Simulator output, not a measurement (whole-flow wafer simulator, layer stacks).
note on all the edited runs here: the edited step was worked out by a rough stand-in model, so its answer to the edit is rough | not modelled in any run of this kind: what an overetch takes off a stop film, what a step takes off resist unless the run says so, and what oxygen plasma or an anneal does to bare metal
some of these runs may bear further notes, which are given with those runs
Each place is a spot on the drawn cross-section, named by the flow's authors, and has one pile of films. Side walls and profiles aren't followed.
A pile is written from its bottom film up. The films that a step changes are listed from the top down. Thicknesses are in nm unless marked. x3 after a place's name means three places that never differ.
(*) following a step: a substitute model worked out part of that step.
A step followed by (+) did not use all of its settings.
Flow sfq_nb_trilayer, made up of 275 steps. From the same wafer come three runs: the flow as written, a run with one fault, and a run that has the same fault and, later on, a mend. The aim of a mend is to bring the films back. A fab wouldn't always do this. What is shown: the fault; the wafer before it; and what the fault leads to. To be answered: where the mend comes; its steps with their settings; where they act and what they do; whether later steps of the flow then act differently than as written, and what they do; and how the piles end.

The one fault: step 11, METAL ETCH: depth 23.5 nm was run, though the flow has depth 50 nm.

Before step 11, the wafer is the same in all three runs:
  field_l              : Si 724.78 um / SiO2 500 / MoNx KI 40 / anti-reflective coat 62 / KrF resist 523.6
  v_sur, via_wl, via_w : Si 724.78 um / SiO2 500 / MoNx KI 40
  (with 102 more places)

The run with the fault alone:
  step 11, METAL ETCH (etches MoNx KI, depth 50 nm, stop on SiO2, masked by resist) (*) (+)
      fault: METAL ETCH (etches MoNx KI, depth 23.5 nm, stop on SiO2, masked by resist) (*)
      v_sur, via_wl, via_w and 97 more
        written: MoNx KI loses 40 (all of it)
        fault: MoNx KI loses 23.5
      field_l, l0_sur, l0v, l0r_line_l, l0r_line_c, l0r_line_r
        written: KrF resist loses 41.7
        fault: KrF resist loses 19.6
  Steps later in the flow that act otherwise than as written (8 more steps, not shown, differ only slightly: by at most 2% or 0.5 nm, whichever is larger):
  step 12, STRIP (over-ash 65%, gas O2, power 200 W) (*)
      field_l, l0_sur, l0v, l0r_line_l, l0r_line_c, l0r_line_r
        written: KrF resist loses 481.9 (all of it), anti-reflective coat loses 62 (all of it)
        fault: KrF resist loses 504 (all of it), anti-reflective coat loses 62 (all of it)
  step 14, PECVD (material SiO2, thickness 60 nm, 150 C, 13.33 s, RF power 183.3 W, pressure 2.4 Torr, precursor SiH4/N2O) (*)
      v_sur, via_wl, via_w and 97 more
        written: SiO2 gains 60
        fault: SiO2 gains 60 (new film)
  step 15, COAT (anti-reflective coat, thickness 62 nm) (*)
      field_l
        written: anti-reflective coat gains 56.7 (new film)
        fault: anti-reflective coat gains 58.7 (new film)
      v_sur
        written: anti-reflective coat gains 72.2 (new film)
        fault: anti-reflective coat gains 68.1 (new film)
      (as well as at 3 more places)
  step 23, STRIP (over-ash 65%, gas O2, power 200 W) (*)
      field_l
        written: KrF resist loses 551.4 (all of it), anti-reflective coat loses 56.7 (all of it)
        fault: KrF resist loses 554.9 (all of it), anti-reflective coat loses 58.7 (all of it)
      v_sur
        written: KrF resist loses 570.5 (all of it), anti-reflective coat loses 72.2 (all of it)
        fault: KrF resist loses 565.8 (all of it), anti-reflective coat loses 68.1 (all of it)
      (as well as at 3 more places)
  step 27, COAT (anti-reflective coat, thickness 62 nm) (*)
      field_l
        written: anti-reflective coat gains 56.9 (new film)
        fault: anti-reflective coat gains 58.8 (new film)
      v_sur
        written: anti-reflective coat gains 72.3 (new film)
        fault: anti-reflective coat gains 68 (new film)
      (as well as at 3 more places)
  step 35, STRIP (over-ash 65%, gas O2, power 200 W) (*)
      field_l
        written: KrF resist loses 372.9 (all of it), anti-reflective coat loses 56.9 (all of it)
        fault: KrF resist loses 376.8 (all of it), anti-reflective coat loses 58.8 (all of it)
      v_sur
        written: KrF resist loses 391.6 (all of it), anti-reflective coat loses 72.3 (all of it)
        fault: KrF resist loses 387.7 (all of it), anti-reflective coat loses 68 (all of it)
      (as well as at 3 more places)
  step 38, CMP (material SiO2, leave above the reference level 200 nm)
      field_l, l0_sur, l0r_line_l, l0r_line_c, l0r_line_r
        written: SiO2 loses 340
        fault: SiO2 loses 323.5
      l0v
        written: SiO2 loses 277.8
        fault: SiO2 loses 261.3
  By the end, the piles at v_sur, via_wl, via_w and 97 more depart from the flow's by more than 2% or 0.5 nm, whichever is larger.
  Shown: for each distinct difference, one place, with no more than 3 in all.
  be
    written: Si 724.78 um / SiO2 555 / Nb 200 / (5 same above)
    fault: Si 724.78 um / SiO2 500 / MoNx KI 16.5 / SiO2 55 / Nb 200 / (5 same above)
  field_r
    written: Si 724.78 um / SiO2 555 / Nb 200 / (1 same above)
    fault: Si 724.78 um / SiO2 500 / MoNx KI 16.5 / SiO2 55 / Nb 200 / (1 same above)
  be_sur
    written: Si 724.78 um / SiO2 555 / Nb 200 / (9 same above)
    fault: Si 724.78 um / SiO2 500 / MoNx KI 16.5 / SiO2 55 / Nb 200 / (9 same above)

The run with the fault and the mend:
  The mend follows step 12.
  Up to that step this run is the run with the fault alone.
  step 12a, COAT (anti-reflective coat, thickness 62 nm) (*) (the flow's step 4, run once more)
      p4_fl x3, p4_w1 x9, p4_g1 x2 and 59 more
        anti-reflective coat gains 62 (new film)
      be, be_sur, gap and 10 more
        anti-reflective coat gains 63 (new film)
      via_v, wire, field_r, lsp_l, ln_m5
        anti-reflective coat gains 63.1 (new film)
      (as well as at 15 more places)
  step 12b, COAT (KrF resist, thickness 600 nm) (*) (the flow's step 5, run once more)
      p4_fl x3, p4_w1 x9, p4_g1 x2 and 59 more
        KrF resist gains 600 (new film)
      jj_sur, ce_l, c5j, ce_r, sp_r, be_r, r_sur
        KrF resist gains 603.9 (new film)
      be_sur, gap, res, r_end
        KrF resist gains 604 (new film)
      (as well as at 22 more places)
  step 12c, SOFTBAKE (KrF resist) (the flow's step 6, run once more)
      leaves every film unchanged at each place that is followed
  step 12d, EXPOSE (photomask L0, dose 11.59 mJ/cm2, NA 0.6, wavelength 248 nm) (*) (the flow's step 7, run once more)
      leaves every film unchanged at each place that is followed
  step 12e, PEB (KrF resist, 90 s) (the flow's step 8, run once more)
      p4_fl x3, p4_w1 x9, p4_g1 x2 and 62 more
        KrF resist loses 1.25
      via_wr, via_sp, via_v and 18 more
        KrF resist loses 1.26
      v_sur, via_wl, via_w, ln_m6, lsp_r, l0r_space_c
        KrF resist loses 1.27
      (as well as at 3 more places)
  step 12f, DEVELOP (KrF resist, thickness 600 nm, 60 s) (the flow's step 9, run once more)
      p4_fl x3, p4_w1 x9, p4_g1 x2 and 59 more
        KrF resist loses 598.7 (all of it)
      gap, jj_sur, ce_l and 6 more
        KrF resist loses 602.7 (all of it)
      field_l, l0_sur, l0v, l0r_line_l, l0r_line_c, l0r_line_r
        KrF resist loses 23.5
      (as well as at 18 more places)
  step 12g, METAL ETCH (etches anti-reflective coat, depth 125 nm, masked by resist) (*) (+) (the flow's step 10, run once more)
      p4_fl x3, p4_w1 x9, p4_g1 x2 and 59 more
        anti-reflective coat loses 62 (all of it)
      be, be_sur, gap and 10 more
        anti-reflective coat loses 63 (all of it)
      field_l, l0_sur, l0v, l0r_line_l, l0r_line_c, l0r_line_r
        KrF resist loses 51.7
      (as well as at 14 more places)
  step 12h, METAL ETCH (etches MoNx KI, depth 26.5 nm, stop on SiO2, masked by resist) (+) (the flow's step 11, run once more with other settings)
      v_sur, via_wl, via_w and 97 more
        MoNx KI loses 16.5 (all of it)
      field_l, l0_sur, l0v, l0r_line_l, l0r_line_c, l0r_line_r
        KrF resist loses 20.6
  step 12i, STRIP (over-ash 65%, gas O2, power 200 W) (*) (the flow's step 12, run once more)
      l0r_line_l, l0r_line_c, l0r_line_r
        KrF resist loses 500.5 (all of it), anti-reflective coat loses 60 (all of it)
      field_l
        KrF resist loses 497.5 (all of it), anti-reflective coat loses 58.5 (all of it)
      l0_sur
        KrF resist loses 498.6 (all of it), anti-reflective coat loses 56.8 (all of it)
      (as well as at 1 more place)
  Later steps of the flow that are run all act as written at every place that is followed.
  By the end, the piles equal the flow's at every place that both follow.
